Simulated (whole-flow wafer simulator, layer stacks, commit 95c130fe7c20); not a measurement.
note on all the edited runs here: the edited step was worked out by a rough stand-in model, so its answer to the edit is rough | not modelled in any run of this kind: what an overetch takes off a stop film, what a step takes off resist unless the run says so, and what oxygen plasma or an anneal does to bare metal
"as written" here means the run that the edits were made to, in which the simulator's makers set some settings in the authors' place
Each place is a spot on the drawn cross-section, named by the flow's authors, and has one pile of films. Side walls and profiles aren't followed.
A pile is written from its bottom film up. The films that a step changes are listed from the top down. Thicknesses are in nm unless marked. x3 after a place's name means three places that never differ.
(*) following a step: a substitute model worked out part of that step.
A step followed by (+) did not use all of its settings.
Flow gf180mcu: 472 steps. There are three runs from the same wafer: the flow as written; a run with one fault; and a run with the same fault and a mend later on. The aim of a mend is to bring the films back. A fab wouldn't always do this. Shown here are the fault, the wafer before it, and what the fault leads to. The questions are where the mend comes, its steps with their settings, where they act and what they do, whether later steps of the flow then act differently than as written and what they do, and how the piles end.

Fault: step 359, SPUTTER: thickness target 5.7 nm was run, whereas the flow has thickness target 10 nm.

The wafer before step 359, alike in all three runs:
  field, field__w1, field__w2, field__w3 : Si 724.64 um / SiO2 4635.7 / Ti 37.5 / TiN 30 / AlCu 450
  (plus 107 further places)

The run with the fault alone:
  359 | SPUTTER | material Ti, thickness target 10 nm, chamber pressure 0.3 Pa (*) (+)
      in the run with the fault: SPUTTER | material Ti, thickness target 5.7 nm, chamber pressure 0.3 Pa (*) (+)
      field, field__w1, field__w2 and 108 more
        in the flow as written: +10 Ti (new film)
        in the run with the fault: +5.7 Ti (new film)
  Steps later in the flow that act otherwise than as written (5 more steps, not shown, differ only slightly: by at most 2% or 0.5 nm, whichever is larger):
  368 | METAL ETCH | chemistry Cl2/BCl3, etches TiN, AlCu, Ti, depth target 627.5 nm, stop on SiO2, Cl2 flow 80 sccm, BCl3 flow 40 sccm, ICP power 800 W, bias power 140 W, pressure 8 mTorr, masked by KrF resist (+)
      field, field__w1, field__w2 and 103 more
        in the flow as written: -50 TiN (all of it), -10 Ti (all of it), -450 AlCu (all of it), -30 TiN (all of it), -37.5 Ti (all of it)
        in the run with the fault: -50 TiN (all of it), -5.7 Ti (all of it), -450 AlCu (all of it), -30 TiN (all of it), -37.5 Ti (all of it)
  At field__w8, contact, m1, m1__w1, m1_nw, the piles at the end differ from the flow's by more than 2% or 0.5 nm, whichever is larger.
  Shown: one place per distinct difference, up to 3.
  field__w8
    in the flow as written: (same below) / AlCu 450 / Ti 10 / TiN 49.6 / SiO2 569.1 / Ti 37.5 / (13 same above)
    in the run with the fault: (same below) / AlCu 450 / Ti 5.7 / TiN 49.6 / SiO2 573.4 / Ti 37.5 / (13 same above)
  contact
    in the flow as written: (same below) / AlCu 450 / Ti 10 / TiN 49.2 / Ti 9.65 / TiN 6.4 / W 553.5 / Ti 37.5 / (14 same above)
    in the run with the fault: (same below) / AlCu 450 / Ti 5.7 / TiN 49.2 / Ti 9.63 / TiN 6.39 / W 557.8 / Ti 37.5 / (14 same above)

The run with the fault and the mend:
  The mend stands after step 359.
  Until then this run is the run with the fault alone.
  359a | SPUTTER | material Ti, thickness target 4.3 nm, chamber pressure 0.3 Pa (*) (+) (the flow's step 359 again, with other settings)
      field, field__w1, field__w2 and 108 more
        +4.3 Ti
  Every later step of the flow that is run acts as written at every place that is followed.
  The piles end the same as the flow's at every place that both follow.
